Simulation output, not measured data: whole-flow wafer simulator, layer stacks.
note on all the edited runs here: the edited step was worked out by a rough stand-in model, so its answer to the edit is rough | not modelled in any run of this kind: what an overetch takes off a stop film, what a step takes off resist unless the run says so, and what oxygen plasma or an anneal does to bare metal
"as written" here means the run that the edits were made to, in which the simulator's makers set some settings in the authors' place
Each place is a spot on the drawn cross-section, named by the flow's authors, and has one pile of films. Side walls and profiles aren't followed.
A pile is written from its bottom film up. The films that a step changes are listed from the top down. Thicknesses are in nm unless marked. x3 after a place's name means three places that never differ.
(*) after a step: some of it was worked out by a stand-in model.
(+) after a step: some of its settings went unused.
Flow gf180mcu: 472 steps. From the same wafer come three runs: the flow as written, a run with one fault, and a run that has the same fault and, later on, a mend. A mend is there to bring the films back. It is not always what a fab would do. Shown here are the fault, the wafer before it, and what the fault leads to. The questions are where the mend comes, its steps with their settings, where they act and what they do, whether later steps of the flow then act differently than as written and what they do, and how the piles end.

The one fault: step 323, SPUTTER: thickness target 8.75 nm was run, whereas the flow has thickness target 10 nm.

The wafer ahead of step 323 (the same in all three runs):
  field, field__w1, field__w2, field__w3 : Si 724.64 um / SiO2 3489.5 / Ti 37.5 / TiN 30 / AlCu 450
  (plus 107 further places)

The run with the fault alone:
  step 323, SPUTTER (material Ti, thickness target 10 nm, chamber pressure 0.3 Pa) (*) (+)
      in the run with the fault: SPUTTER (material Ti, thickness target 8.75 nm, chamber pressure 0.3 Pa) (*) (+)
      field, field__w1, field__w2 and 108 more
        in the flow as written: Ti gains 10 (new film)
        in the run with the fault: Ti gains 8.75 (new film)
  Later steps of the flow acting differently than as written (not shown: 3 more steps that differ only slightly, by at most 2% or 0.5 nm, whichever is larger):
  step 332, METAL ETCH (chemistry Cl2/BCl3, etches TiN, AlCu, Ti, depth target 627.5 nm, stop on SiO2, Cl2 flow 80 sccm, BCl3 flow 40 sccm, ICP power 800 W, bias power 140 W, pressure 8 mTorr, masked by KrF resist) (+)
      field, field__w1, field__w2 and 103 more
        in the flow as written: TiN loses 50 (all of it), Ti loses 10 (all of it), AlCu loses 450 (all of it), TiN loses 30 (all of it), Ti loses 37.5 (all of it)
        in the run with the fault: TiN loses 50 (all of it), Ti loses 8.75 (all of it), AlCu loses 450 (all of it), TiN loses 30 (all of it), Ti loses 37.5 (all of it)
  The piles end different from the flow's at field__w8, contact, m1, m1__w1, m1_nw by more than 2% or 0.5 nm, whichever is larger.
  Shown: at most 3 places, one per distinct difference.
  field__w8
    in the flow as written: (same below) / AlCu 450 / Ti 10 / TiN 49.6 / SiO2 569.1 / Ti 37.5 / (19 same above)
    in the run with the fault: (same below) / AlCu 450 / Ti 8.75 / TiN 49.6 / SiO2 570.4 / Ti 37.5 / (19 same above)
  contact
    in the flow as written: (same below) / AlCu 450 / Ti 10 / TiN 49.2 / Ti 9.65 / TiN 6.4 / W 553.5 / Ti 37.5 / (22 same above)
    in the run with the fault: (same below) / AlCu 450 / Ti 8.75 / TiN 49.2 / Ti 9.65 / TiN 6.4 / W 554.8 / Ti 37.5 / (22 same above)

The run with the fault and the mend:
  The mend stands after step 323.
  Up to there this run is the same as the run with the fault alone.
  step 323a, SPUTTER (material Ti, thickness target 1.25 nm, chamber pressure 0.3 Pa) (*) (+) (the flow's step 323, run once more with other settings)
      field, field__w1, field__w2 and 108 more
        Ti gains 1.25
  Later steps of the flow that are run all act as written at every place that is followed.
  At every place that both follow, the piles at the end match the flow's.
